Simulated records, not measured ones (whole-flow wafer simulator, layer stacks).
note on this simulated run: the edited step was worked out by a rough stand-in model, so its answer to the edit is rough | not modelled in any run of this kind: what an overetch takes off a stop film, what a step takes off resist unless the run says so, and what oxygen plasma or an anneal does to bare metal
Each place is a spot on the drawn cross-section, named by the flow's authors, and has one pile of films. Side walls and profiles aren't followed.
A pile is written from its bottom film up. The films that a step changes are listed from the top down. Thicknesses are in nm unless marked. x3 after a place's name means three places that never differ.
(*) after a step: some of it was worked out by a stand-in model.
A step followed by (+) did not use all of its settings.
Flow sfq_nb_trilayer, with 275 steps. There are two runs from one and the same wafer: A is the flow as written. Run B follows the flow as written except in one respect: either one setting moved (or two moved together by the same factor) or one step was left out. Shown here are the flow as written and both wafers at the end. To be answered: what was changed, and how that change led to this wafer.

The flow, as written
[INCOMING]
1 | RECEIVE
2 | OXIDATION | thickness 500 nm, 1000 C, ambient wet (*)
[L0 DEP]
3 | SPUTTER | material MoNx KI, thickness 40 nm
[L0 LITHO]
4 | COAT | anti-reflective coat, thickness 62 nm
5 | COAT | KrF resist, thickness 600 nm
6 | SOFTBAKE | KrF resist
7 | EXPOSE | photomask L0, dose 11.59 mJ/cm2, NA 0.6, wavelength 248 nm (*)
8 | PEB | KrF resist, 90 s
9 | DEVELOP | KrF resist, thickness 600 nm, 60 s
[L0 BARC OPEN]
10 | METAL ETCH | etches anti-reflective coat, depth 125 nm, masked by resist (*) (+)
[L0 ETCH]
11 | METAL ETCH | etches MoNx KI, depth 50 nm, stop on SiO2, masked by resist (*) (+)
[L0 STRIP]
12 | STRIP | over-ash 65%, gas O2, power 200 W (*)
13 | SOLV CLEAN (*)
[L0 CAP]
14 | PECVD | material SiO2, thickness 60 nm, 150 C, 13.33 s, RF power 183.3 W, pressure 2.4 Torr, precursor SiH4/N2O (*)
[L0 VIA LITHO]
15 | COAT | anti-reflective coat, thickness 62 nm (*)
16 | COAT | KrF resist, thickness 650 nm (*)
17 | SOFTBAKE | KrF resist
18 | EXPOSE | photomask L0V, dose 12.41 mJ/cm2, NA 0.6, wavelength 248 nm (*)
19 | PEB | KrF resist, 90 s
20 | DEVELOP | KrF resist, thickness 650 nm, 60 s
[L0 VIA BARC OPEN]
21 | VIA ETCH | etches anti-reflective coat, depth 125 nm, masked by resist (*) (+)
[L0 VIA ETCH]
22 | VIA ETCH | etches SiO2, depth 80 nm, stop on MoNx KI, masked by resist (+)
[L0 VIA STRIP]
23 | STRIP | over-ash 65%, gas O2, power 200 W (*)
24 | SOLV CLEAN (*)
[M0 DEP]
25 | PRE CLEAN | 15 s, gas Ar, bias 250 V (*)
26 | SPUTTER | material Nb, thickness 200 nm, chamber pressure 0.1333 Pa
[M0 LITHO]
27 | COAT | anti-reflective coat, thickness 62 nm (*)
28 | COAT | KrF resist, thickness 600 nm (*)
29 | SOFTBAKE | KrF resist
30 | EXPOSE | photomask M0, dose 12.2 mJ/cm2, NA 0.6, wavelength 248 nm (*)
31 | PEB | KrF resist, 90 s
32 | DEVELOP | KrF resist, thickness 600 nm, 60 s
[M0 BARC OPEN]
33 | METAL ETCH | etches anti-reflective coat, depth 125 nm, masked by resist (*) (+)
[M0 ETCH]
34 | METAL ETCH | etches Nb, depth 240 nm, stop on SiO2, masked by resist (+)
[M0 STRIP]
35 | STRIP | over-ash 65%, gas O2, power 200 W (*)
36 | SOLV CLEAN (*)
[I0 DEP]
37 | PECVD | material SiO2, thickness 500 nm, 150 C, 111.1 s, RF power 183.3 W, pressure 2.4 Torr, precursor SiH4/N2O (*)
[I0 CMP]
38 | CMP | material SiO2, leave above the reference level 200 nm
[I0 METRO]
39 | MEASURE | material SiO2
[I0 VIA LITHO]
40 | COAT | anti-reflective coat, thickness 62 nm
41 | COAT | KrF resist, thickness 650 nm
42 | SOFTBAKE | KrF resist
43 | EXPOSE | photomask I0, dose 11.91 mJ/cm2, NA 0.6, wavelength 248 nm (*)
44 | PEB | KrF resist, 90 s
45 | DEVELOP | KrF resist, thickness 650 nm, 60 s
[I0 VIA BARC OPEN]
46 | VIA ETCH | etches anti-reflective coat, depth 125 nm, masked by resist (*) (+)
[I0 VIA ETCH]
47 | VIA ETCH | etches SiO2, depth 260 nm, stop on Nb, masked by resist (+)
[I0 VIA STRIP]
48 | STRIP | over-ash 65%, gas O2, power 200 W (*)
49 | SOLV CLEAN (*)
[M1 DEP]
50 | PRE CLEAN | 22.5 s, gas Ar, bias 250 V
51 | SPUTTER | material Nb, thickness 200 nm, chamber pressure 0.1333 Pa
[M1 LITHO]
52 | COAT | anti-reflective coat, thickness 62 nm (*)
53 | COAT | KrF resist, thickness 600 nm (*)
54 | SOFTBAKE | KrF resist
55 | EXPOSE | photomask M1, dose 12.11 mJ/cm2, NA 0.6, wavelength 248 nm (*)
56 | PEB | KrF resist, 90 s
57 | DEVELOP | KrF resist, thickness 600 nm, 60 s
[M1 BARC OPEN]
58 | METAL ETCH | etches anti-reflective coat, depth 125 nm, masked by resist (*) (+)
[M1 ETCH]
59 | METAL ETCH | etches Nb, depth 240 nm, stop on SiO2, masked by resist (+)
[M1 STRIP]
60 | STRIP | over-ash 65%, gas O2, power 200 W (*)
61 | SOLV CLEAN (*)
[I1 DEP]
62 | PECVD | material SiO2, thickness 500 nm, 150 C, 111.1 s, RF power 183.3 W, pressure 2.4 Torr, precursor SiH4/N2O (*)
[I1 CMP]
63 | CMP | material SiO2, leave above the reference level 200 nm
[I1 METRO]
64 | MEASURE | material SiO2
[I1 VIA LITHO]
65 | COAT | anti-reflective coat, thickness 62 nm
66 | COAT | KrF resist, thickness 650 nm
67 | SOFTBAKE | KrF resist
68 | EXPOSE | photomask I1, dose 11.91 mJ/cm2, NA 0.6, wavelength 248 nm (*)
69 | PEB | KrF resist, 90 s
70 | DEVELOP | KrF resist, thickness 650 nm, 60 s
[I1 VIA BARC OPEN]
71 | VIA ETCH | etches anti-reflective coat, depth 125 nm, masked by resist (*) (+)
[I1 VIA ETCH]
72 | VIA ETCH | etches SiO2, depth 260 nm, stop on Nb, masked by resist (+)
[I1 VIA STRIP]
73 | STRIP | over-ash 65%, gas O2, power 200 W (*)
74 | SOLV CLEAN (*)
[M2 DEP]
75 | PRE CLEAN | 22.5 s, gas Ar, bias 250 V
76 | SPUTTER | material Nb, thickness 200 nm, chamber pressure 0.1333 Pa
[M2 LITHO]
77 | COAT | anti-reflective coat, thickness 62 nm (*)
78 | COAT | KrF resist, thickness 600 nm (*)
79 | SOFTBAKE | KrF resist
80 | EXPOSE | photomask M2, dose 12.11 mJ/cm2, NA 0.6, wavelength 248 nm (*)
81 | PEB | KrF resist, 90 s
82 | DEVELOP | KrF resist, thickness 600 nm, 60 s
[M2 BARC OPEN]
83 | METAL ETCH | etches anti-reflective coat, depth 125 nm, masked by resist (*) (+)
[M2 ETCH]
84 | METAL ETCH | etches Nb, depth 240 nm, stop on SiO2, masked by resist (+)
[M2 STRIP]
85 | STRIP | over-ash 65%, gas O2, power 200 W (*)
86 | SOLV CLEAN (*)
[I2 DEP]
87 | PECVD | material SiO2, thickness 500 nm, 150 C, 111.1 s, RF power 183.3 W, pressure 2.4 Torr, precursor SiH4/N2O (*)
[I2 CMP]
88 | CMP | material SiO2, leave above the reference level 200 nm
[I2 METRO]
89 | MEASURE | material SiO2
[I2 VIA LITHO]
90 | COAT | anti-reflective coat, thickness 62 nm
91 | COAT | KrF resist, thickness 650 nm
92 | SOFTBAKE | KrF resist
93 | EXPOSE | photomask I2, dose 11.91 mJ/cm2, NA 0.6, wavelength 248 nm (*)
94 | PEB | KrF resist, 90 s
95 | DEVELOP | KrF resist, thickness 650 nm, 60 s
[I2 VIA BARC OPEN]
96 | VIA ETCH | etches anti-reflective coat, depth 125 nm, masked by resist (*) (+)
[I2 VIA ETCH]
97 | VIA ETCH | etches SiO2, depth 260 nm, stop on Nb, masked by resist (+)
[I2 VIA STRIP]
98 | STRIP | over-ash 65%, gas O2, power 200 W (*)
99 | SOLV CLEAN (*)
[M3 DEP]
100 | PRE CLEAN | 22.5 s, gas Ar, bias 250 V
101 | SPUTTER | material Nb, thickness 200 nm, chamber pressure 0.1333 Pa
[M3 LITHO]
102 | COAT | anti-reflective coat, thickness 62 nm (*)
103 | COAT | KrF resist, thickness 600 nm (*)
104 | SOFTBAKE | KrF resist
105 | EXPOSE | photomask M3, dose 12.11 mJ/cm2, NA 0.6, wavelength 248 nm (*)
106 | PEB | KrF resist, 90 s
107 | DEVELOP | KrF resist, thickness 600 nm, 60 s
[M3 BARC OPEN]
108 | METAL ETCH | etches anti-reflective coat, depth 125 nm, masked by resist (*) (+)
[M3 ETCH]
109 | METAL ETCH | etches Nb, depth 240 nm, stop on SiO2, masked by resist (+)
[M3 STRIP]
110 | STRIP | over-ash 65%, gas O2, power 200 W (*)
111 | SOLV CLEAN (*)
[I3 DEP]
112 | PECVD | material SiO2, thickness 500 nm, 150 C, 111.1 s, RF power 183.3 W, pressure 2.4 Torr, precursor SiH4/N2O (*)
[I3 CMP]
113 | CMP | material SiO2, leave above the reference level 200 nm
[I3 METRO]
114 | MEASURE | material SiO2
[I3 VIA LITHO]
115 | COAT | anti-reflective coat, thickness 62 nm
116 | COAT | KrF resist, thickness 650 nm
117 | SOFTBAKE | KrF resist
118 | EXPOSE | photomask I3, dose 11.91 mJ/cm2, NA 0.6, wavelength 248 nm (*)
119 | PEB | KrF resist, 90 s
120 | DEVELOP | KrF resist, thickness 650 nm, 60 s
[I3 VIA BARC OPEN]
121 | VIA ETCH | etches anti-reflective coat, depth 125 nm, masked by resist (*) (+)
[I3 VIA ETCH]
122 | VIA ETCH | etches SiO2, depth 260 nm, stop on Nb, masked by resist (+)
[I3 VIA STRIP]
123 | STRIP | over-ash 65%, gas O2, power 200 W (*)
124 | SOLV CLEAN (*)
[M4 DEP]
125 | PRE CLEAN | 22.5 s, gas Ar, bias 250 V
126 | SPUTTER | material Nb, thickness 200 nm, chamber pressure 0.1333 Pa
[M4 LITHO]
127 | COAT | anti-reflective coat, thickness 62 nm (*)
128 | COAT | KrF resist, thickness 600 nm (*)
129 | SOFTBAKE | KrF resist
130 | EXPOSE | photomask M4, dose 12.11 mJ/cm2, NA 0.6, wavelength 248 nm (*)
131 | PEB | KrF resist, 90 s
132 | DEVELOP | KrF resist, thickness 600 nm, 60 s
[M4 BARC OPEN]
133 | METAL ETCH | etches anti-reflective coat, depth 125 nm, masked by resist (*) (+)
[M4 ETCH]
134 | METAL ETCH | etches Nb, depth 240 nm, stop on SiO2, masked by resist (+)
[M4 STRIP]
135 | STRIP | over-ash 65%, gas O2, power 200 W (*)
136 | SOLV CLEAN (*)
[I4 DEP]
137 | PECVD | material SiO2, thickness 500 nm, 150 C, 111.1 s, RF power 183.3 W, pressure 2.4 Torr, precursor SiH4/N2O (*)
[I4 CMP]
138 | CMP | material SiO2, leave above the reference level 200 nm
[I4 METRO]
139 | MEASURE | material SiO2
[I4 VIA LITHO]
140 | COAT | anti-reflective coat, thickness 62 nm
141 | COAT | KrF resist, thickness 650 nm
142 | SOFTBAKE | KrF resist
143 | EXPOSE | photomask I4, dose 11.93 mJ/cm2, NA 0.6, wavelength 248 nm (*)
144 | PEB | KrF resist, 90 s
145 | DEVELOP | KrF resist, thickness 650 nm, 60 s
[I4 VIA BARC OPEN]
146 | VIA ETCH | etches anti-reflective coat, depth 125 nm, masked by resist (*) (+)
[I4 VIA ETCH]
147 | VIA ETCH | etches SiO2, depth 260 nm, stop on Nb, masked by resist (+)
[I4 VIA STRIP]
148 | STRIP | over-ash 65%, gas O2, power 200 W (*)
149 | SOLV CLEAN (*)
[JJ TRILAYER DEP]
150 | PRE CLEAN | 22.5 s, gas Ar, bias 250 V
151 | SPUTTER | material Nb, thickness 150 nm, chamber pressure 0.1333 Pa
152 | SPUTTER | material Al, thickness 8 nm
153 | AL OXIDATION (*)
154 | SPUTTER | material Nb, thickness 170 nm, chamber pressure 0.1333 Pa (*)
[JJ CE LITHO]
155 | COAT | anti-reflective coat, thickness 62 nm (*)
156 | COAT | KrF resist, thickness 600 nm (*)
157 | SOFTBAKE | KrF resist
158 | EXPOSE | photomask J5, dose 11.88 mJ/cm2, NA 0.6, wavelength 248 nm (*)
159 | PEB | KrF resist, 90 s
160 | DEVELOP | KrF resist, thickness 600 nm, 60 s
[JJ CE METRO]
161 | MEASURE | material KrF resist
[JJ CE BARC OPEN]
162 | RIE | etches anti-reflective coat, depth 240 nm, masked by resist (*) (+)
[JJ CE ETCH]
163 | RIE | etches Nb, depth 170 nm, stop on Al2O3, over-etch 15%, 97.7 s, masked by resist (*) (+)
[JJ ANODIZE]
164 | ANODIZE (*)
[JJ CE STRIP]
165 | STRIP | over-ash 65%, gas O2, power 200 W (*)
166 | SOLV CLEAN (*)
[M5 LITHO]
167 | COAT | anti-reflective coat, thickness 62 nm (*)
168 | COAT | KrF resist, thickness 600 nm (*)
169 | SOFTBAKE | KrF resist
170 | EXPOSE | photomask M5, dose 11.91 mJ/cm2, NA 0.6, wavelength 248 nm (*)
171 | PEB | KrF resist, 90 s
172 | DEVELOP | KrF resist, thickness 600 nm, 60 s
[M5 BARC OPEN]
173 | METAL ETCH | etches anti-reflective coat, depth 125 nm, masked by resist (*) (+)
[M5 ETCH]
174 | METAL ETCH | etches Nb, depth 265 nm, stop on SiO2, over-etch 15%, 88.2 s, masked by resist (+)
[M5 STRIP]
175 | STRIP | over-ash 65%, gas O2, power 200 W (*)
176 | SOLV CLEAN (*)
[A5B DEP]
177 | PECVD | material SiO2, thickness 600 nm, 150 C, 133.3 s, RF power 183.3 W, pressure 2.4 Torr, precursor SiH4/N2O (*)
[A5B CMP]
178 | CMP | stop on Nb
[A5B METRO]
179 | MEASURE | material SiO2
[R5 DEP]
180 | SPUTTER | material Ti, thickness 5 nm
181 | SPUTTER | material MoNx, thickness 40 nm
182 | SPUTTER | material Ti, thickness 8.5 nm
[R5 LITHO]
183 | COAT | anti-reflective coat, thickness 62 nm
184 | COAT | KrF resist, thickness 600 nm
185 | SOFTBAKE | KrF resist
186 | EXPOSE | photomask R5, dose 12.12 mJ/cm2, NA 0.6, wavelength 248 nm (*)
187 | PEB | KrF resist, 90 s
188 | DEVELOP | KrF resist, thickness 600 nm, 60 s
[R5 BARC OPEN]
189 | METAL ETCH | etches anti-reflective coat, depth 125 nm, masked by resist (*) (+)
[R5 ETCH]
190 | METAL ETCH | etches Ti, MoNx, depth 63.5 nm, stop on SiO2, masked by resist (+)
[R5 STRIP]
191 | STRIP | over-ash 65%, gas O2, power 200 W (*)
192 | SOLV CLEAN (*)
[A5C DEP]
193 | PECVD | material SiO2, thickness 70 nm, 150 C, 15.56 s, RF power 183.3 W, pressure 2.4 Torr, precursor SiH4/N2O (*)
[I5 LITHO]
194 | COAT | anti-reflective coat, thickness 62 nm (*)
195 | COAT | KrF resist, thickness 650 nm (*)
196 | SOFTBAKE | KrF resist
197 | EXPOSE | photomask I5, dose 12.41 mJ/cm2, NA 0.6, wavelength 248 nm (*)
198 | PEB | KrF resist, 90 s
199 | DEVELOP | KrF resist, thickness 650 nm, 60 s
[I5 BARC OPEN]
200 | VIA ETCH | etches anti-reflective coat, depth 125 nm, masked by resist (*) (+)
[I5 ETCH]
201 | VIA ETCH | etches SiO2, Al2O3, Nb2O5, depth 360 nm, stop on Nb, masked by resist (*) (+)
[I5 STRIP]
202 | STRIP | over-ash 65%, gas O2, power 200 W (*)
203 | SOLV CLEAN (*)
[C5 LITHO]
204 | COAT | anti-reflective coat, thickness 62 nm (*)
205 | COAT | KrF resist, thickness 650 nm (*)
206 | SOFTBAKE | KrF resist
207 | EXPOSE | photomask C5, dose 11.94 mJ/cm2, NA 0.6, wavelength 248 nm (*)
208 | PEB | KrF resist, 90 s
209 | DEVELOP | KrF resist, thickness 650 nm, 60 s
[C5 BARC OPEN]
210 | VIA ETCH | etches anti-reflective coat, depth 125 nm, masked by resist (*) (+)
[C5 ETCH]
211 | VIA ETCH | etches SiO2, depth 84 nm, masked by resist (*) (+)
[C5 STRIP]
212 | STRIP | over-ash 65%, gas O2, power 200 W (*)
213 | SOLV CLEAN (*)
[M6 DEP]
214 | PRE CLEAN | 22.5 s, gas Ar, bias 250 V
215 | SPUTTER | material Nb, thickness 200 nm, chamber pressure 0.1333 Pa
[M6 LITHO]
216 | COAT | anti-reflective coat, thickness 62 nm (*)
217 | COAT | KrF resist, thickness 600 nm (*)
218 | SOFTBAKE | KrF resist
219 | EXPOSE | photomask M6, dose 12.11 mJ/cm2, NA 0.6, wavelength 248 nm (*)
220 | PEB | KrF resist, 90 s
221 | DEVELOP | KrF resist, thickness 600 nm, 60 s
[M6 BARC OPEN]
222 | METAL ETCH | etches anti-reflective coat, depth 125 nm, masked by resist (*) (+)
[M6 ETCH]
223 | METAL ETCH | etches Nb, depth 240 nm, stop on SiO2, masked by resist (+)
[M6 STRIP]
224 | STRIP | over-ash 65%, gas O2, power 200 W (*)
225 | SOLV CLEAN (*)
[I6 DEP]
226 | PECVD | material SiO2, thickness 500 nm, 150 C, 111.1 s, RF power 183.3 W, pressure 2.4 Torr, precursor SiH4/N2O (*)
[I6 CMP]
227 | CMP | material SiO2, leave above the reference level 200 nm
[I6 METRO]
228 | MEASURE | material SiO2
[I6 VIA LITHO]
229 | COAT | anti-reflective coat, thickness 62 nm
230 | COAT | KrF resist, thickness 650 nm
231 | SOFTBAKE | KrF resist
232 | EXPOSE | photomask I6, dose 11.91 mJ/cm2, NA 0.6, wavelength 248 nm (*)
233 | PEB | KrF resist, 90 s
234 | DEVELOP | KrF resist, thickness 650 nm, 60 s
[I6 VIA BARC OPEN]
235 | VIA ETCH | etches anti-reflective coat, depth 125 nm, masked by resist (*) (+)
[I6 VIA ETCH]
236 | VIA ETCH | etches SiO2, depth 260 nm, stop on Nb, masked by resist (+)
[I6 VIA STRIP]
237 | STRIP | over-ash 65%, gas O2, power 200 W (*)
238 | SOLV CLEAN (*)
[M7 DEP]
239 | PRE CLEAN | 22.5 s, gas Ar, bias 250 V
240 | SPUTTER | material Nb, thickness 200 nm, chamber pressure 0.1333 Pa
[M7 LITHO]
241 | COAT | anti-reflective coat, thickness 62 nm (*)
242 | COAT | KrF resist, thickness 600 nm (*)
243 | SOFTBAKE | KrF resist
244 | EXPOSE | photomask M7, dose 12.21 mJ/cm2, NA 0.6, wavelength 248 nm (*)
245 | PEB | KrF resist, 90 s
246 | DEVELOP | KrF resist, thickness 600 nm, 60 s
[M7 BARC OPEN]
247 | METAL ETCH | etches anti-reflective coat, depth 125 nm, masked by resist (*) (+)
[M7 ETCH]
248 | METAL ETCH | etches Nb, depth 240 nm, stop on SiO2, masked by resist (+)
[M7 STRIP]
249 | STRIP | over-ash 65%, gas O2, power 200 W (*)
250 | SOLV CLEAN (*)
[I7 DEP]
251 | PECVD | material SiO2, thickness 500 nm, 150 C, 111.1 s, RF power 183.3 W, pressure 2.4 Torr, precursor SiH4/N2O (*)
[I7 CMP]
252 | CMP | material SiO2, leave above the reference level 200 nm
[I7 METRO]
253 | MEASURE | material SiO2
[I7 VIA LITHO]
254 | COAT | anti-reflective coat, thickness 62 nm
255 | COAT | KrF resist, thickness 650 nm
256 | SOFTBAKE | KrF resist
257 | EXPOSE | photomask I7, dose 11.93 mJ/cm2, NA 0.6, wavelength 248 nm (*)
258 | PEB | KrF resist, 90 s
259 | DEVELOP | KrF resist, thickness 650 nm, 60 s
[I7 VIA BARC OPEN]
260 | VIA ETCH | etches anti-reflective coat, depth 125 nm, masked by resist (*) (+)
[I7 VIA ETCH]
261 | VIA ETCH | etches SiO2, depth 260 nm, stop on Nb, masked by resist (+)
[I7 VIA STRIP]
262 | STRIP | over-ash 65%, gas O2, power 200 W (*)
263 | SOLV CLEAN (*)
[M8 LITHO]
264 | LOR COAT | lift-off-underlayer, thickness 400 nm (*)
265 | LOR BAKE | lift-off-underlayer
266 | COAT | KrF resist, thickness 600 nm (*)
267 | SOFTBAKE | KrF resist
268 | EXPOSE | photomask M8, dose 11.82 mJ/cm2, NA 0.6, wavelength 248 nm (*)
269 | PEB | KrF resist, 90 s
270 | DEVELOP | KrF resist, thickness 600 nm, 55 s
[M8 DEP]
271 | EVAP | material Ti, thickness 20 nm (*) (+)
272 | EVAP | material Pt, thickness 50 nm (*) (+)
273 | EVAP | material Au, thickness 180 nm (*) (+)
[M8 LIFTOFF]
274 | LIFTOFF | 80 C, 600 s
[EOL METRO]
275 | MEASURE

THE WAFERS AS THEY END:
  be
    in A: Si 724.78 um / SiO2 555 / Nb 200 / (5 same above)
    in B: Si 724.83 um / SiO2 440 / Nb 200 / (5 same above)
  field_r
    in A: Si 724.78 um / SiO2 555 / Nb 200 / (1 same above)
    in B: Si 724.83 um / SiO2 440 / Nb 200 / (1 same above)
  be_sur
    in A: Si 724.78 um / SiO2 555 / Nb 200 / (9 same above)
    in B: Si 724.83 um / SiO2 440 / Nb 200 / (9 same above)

The reason: step 2, OXIDATION: thickness 385 nm was run, while the flow as written has thickness 500 nm.

Step by step, how the change led to this:
  2 | OXIDATION | thickness 500 nm, 1000 C, ambient wet (*)
      field_l, v_sur, via_wl and 103 more: A SiO2 gains 500 (new film), chemical SiO2 loses 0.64 (all of it), Si loses 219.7 | B SiO2 gains 385 (new film), chemical SiO2 loses 0.64 (all of it), Si loses 169.1
